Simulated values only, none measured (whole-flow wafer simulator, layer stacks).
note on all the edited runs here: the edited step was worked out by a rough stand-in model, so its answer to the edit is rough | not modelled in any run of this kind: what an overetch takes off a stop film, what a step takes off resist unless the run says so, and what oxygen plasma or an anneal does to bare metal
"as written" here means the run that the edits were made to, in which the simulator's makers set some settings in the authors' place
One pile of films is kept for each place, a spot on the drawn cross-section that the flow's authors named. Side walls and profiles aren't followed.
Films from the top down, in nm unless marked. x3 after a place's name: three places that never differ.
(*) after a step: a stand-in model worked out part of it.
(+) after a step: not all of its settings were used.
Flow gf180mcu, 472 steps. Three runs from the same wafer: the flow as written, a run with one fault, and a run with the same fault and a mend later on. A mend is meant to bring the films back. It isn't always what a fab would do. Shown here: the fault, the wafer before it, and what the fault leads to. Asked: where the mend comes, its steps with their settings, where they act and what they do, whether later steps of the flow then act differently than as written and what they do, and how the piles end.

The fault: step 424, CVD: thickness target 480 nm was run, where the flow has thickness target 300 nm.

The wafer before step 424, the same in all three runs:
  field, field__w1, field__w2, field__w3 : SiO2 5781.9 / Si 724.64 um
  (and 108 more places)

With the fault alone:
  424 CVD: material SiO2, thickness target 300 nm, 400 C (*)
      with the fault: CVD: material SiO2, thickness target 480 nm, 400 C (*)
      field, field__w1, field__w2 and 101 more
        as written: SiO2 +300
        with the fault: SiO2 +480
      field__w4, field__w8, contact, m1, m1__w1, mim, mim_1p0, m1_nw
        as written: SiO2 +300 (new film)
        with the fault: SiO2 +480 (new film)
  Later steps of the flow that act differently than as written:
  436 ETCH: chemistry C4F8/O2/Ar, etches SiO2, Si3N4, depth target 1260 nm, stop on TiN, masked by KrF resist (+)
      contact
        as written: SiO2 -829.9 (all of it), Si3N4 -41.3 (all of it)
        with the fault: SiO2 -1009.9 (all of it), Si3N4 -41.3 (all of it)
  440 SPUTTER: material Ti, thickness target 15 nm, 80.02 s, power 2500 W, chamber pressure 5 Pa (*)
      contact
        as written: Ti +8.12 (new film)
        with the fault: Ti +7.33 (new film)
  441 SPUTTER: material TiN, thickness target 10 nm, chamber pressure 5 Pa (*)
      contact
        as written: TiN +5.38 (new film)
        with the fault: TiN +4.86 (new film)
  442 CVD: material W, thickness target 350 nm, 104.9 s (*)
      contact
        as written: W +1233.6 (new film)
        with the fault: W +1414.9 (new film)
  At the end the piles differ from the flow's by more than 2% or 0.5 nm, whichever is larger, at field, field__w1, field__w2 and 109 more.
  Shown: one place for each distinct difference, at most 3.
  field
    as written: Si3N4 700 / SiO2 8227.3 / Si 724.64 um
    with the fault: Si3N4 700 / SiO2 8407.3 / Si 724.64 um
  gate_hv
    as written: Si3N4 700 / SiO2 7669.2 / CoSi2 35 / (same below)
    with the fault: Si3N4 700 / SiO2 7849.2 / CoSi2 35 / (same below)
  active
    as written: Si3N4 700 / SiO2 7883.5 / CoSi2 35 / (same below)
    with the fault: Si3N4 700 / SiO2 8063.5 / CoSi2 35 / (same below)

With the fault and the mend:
  The mend comes after step 424.
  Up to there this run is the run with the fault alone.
  424a WET ETCH: chemistry dHF, depth target 180 nm, 25 C, dilution 100:1 (the flow's step 17 once more, with other settings)
      field, field__w1, field__w2 and 109 more
        SiO2 -180
  No later step of the flow acts differently than as written at any place that is followed.
  At the end the piles are the same as the flow's at every place that both follow.
